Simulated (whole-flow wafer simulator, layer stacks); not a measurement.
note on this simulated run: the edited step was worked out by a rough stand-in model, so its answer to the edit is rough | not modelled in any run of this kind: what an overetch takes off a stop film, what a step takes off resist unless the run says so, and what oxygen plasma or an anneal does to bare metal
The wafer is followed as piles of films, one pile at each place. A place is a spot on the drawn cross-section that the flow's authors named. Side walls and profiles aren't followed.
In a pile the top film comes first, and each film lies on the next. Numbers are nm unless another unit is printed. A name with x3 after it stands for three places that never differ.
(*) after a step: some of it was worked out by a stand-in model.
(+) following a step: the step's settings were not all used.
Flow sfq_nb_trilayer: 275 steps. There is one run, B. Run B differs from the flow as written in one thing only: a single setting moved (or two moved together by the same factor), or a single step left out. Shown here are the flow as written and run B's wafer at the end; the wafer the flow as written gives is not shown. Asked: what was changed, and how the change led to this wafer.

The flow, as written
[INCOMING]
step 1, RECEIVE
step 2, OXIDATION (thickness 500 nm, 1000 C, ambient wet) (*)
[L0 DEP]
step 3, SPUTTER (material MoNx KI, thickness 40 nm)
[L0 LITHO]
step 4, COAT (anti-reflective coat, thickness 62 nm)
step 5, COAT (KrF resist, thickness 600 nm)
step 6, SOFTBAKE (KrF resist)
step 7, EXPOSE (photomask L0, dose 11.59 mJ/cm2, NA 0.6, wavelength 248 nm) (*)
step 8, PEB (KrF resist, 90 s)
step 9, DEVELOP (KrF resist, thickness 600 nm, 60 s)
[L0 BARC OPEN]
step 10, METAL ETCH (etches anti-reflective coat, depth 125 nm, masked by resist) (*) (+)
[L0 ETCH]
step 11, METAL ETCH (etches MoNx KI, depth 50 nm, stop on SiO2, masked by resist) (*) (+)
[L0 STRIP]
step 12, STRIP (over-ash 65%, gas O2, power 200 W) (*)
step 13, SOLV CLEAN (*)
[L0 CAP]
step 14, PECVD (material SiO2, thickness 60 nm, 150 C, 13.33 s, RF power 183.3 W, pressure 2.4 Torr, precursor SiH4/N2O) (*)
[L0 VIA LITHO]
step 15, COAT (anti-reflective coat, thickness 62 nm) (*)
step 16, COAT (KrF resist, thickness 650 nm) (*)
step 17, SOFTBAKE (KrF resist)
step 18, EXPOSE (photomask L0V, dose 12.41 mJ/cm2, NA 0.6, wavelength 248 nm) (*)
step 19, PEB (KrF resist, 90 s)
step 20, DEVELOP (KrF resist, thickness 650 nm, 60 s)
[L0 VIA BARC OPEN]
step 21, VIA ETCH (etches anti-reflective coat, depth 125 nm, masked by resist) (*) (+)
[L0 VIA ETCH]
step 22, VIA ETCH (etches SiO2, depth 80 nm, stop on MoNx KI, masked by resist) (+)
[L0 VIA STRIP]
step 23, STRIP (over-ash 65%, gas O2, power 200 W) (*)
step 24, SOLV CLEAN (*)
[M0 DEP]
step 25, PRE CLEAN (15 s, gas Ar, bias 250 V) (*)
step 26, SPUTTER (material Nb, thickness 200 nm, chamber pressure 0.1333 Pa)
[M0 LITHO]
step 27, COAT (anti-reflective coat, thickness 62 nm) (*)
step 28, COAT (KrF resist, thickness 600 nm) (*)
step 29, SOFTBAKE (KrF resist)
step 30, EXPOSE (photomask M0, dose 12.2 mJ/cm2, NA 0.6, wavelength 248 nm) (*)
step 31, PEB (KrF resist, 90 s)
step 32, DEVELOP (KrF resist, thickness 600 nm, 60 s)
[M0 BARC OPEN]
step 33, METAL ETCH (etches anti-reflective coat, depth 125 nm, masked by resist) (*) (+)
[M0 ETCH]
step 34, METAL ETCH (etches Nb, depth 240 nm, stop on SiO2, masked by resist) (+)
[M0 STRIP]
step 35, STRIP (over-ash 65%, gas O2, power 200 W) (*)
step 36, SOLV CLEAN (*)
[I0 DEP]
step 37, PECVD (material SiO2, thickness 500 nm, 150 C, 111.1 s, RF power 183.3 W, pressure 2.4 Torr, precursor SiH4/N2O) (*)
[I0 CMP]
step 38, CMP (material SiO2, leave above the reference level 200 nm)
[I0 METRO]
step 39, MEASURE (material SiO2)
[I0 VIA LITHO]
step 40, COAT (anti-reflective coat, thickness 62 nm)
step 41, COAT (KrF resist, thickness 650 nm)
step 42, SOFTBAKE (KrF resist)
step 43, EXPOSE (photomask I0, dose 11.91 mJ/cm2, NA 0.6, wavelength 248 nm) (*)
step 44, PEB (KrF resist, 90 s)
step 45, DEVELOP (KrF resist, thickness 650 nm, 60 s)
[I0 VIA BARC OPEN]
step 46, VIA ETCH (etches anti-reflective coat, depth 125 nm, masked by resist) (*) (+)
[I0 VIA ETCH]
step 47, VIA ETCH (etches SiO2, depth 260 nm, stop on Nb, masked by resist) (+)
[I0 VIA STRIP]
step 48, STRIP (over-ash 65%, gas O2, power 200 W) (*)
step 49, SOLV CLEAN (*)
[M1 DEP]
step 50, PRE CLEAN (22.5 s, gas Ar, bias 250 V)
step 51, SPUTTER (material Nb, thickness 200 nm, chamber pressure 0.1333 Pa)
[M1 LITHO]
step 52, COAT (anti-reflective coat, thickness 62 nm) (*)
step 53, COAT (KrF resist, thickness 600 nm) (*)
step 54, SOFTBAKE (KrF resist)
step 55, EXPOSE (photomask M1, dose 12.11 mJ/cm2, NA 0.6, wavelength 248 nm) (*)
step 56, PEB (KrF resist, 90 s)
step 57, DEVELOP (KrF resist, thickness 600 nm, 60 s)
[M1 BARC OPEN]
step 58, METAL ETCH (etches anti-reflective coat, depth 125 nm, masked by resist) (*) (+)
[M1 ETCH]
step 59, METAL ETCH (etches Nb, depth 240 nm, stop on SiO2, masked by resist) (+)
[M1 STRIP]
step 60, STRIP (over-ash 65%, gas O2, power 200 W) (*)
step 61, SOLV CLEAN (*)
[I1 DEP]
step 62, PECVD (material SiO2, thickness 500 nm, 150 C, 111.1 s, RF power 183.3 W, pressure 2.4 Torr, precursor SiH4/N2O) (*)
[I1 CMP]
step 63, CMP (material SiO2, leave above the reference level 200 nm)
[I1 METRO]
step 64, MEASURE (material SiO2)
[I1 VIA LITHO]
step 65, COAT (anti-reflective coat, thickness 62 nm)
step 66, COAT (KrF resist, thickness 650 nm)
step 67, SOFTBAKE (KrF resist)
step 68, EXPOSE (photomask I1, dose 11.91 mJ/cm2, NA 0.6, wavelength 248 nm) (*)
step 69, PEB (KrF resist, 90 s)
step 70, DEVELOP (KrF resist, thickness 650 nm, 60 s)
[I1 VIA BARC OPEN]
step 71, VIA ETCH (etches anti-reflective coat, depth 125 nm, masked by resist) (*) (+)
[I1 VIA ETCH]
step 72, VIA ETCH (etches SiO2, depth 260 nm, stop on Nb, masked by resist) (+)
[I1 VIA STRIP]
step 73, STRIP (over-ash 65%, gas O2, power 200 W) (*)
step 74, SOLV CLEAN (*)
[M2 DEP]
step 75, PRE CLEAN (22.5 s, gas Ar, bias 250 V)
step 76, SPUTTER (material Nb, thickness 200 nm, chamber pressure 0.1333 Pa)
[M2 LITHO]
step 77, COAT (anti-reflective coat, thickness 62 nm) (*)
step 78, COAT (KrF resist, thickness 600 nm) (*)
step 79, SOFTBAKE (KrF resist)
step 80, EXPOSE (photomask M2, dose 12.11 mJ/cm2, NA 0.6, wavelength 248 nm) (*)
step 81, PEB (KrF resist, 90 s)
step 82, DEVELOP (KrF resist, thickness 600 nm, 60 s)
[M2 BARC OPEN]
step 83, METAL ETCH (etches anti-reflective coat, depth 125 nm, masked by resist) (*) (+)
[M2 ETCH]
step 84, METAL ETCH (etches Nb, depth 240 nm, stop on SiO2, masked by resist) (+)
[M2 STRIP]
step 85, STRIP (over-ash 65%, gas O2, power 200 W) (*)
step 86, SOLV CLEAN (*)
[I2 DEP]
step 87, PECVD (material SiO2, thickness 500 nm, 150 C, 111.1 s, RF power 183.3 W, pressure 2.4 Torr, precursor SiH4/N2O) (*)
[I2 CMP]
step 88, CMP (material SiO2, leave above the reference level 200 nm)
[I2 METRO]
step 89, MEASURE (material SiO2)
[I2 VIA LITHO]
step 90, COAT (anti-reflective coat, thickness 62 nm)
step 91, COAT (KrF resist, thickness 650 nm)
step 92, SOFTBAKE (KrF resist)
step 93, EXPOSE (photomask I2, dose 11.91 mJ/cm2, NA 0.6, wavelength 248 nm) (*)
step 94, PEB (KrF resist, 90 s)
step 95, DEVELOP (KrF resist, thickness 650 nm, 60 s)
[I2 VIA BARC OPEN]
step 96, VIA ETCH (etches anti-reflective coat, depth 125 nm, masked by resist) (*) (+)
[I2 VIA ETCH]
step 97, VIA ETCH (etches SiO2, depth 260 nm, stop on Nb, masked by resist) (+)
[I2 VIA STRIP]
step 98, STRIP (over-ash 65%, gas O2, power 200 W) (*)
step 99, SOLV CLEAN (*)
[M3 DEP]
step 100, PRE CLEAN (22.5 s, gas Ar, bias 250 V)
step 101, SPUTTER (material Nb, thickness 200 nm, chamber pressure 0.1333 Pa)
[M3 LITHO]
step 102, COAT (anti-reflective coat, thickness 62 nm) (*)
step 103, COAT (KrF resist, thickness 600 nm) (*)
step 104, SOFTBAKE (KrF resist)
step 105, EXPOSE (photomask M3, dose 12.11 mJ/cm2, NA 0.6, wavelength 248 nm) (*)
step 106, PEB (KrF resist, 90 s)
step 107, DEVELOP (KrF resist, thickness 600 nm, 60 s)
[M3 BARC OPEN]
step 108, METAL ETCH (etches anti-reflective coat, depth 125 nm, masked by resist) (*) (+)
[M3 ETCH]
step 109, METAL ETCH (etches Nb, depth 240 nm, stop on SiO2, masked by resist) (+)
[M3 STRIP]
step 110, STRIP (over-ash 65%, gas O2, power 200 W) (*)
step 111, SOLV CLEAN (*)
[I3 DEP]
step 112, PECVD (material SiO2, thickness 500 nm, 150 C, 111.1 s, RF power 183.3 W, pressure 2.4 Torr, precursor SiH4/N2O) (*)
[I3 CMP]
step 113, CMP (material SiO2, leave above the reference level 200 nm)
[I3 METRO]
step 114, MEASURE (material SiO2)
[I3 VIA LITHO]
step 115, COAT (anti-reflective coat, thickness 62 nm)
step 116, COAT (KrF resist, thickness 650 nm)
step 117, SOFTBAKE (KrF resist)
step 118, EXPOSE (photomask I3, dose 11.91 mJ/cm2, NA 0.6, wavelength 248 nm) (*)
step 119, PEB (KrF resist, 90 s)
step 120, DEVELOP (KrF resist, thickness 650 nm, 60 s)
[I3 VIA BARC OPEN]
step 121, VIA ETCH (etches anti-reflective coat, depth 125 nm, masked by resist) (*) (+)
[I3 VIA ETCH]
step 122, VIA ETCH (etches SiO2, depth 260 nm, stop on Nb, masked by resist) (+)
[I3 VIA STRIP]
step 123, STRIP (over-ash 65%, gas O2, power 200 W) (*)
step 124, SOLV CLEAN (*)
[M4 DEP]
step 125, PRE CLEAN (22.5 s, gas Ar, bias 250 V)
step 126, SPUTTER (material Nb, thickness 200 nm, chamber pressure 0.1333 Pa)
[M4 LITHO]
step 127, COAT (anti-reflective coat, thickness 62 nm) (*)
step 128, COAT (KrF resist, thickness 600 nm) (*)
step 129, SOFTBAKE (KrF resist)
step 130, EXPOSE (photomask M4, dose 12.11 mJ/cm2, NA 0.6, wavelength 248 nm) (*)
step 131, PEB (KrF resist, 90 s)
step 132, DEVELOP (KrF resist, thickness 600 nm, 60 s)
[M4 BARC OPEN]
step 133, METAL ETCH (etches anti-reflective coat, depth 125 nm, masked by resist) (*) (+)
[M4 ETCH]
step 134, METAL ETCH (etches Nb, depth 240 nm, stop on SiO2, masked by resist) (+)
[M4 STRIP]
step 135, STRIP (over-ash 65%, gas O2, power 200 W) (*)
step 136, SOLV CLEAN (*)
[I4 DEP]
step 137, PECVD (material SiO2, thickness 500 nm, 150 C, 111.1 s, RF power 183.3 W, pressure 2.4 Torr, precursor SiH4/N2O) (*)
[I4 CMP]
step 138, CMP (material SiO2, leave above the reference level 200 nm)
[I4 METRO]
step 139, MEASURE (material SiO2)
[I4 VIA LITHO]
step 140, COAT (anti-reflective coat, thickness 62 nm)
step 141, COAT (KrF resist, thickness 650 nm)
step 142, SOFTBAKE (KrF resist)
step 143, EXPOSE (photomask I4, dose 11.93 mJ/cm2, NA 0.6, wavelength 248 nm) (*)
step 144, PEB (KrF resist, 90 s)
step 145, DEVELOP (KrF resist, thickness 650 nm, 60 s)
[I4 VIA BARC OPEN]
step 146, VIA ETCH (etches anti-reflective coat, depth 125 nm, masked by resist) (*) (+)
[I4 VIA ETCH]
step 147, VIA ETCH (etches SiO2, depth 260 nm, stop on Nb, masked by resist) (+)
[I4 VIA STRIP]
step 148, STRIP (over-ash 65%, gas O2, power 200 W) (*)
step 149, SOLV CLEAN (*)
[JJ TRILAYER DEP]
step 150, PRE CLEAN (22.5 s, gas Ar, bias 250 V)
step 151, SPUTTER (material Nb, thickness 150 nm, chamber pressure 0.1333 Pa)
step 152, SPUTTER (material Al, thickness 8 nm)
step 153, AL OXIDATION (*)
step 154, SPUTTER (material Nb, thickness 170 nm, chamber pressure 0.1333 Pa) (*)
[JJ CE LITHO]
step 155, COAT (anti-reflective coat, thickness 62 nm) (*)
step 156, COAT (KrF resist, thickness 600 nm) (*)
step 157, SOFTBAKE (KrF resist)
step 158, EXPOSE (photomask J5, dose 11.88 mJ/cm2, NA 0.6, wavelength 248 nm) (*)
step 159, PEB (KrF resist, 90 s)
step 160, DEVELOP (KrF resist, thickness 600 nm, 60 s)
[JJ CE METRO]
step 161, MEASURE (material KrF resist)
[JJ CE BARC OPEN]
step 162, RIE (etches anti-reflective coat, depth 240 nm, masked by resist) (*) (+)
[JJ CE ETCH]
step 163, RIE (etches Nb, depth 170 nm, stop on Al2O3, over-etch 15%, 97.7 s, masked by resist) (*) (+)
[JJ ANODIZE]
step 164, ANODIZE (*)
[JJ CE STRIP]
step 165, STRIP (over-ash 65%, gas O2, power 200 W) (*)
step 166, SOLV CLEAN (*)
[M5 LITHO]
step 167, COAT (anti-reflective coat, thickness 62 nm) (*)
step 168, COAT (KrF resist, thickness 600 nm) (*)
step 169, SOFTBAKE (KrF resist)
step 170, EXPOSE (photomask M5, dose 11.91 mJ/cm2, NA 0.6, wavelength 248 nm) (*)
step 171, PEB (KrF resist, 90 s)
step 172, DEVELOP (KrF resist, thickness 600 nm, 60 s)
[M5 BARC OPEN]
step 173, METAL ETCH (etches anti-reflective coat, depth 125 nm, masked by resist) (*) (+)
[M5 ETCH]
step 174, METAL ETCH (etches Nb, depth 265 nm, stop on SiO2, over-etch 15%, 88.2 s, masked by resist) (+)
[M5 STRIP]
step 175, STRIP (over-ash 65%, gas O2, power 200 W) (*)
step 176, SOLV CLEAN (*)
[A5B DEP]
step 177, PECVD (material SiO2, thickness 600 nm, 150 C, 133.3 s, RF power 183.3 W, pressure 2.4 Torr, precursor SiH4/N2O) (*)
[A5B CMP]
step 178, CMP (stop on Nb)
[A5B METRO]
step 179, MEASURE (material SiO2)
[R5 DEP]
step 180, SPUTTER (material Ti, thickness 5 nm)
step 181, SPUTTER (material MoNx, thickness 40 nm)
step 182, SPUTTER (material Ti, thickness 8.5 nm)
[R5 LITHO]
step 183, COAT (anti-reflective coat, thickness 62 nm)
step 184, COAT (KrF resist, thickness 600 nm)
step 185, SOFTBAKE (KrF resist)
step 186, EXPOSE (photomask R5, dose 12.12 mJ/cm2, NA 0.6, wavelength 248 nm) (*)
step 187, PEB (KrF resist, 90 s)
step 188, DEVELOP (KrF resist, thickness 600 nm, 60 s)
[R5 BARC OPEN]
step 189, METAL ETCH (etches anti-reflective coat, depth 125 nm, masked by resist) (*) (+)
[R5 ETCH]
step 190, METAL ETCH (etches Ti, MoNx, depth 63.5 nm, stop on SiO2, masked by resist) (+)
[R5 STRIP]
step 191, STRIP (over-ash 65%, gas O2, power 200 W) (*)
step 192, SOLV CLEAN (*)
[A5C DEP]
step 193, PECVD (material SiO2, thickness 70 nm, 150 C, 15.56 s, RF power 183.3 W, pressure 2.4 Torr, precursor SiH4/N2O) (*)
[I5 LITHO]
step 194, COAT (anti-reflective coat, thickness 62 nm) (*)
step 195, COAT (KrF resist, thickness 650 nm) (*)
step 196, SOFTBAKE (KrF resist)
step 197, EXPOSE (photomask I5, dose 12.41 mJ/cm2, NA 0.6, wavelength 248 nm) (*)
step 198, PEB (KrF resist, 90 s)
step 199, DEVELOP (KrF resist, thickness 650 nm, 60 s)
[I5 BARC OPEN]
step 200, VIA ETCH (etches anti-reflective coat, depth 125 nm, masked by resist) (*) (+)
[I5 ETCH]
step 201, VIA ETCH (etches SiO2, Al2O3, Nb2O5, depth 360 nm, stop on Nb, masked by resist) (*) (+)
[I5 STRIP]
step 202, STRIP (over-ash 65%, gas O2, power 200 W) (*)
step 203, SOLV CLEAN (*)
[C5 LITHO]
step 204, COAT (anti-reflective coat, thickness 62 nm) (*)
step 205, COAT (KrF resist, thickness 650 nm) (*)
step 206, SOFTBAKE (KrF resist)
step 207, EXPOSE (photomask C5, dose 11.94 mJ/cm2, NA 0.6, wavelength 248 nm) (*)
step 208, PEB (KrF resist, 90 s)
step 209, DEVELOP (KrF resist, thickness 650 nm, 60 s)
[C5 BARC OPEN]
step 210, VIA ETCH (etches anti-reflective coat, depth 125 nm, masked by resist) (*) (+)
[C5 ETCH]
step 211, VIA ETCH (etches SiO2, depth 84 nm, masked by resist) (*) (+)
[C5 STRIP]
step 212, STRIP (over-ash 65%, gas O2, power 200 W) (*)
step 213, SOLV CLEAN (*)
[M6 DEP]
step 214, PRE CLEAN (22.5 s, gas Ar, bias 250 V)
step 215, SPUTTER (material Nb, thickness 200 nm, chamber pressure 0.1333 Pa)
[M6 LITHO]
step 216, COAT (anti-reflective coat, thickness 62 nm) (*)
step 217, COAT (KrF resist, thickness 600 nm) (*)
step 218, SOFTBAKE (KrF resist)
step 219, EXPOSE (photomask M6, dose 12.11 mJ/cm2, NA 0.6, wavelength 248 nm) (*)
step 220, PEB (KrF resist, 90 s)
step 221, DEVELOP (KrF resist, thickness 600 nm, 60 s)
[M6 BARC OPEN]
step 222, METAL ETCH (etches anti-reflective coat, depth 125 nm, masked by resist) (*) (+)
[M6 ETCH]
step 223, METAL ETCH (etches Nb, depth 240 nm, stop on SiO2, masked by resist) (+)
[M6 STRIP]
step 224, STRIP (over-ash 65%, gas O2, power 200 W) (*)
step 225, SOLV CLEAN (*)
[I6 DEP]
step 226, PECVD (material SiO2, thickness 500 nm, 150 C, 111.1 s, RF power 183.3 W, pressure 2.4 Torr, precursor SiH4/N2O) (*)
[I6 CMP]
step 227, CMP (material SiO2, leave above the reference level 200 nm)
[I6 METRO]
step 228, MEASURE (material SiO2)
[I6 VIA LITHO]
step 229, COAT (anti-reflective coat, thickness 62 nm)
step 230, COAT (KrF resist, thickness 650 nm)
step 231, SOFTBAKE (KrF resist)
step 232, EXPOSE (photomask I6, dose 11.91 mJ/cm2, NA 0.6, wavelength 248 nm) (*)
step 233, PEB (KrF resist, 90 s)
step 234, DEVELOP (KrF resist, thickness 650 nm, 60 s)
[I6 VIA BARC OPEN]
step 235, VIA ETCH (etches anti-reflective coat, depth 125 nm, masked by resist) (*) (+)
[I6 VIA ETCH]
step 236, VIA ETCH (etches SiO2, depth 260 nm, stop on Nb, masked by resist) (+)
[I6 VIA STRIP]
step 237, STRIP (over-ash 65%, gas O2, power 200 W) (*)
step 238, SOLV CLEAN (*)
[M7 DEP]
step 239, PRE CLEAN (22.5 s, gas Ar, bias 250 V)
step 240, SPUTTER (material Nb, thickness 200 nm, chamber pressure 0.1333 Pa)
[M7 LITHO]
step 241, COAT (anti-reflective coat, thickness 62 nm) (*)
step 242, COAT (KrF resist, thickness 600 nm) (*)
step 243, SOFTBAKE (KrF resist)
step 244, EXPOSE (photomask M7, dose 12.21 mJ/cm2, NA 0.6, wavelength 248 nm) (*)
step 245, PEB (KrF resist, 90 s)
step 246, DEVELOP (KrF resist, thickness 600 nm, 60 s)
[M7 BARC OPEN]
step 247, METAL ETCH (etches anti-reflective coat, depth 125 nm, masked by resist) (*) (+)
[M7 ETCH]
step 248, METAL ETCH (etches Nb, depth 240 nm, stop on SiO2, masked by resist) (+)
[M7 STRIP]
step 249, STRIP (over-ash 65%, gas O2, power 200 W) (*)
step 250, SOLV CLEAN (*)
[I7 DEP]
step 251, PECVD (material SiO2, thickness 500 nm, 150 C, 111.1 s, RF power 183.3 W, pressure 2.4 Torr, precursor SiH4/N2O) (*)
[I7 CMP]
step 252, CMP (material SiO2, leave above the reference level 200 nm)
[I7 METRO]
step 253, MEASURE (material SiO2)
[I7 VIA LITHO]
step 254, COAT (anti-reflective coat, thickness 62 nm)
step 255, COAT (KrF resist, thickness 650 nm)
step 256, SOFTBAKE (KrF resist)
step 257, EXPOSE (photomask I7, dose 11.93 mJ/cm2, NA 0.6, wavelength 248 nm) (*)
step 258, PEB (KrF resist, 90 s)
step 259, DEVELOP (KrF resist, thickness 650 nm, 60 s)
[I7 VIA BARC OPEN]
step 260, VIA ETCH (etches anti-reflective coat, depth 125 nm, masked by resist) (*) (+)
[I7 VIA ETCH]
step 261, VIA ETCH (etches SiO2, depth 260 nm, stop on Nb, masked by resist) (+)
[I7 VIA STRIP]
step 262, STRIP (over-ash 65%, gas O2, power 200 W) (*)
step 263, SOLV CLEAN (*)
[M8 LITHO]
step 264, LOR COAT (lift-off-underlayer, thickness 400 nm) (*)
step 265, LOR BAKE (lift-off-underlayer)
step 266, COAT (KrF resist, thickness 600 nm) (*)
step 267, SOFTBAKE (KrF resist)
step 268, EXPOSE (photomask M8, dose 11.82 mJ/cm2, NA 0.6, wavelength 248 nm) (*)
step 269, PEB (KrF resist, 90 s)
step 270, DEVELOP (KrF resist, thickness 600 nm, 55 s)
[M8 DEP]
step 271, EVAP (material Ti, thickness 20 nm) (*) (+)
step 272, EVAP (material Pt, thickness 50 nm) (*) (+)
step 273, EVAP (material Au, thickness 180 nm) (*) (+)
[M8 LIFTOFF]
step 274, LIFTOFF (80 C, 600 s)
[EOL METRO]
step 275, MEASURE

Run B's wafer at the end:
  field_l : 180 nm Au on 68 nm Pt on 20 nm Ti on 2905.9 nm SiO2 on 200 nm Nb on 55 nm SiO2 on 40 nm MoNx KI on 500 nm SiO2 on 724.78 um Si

What caused this: step 272, EVAP: thickness 68 nm was run, while the flow as written has thickness 50 nm.
The wafer itself shows it: field_l has Pt 68, and step 272 as written asks for 50 nm.

The path from the change to this, step by step:
  step 272, EVAP (material Pt, thickness 50 nm) (*) (+)
      field_l, v_sur, via_wl and 103 more: +68 Pt (new film) (as written it would have been: +50 Pt (new film))
  step 274, LIFTOFF (80 C, 600 s)
      p4_fl, p4_fm, p4_w1 and 71 more: -180 Au (all of it), -68 Pt (all of it), -20 Ti (all of it), -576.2 KrF resist (all of it), -400 lift-off-underlayer (all of it) (as written it would have been: -180 Au (all of it), -50 Pt (all of it), -20 Ti (all of it), -576.2 KrF resist (all of it), -400 lift-off-underlayer (all of it))
      c5j, ce_r: -180 Au (all of it), -68 Pt (all of it), -20 Ti (all of it), -573.3 KrF resist (all of it), -399.3 lift-off-underlayer (all of it) (as written it would have been: -180 Au (all of it), -50 Pt (all of it), -20 Ti (all of it), -573.3 KrF resist (all of it), -399.3 lift-off-underlayer (all of it))
      (as well as at 19 more places)
